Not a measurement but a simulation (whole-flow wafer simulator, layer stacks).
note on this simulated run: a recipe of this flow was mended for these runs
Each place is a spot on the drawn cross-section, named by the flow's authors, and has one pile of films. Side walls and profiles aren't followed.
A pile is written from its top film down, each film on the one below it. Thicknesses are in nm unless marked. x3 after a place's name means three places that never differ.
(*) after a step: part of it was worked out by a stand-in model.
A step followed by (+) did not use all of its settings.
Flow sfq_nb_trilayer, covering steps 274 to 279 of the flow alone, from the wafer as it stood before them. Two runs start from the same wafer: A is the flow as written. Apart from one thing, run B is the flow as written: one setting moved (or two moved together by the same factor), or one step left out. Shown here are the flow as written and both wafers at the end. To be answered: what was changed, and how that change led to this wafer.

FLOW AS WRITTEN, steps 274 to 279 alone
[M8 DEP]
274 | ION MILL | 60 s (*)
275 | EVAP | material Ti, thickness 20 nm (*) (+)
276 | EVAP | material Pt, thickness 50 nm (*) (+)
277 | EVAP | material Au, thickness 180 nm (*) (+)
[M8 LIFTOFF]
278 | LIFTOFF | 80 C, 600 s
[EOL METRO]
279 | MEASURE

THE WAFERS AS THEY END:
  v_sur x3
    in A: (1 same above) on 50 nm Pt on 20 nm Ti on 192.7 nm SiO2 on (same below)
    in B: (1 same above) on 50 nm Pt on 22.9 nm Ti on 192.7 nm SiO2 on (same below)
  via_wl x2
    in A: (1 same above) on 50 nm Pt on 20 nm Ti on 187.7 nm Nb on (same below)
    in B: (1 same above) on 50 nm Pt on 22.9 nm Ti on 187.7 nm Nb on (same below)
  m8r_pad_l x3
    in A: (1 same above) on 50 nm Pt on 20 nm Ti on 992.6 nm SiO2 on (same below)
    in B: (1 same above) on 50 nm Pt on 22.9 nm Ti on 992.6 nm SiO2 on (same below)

The reason: step 275, EVAP: thickness 22.9 nm was run, though the flow has thickness 20 nm.
One can read it off the wafer: v_sur x3 has Ti 22.9, and step 275 as written asks for 20 nm.

Step by step, how the change led to this:
  275 | EVAP | material Ti, thickness 20 nm (*) (+)
      field_l, v_sur x3, via_wl x2 and 100 more: A Ti gains 20 (new film) | B Ti gains 22.9 (new film)
  278 | LIFTOFF | 80 C, 600 s
      p4_fl x5, p4_w1 x9, p3_s0 x11 and 49 more: A Au loses 180 (all of it), Pt loses 50 (all of it), Ti loses 20 (all of it), KrF-resist-other-grade loses 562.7 (all of it), lift-off-underlayer loses 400 (all of it) | B Au loses 180 (all of it), Pt loses 50 (all of it), Ti loses 22.9 (all of it), KrF-resist-other-grade loses 562.7 (all of it), lift-off-underlayer loses 400 (all of it)
      r_sur, res, r_end: A Au loses 180 (all of it), Pt loses 50 (all of it), Ti loses 20 (all of it), KrF-resist-other-grade loses 559.9 (all of it), lift-off-underlayer loses 399.5 (all of it) | B Au loses 180 (all of it), Pt loses 50 (all of it), Ti loses 22.9 (all of it), KrF-resist-other-grade loses 559.9 (all of it), lift-off-underlayer loses 399.5 (all of it)
      (and at 18 other places as well)
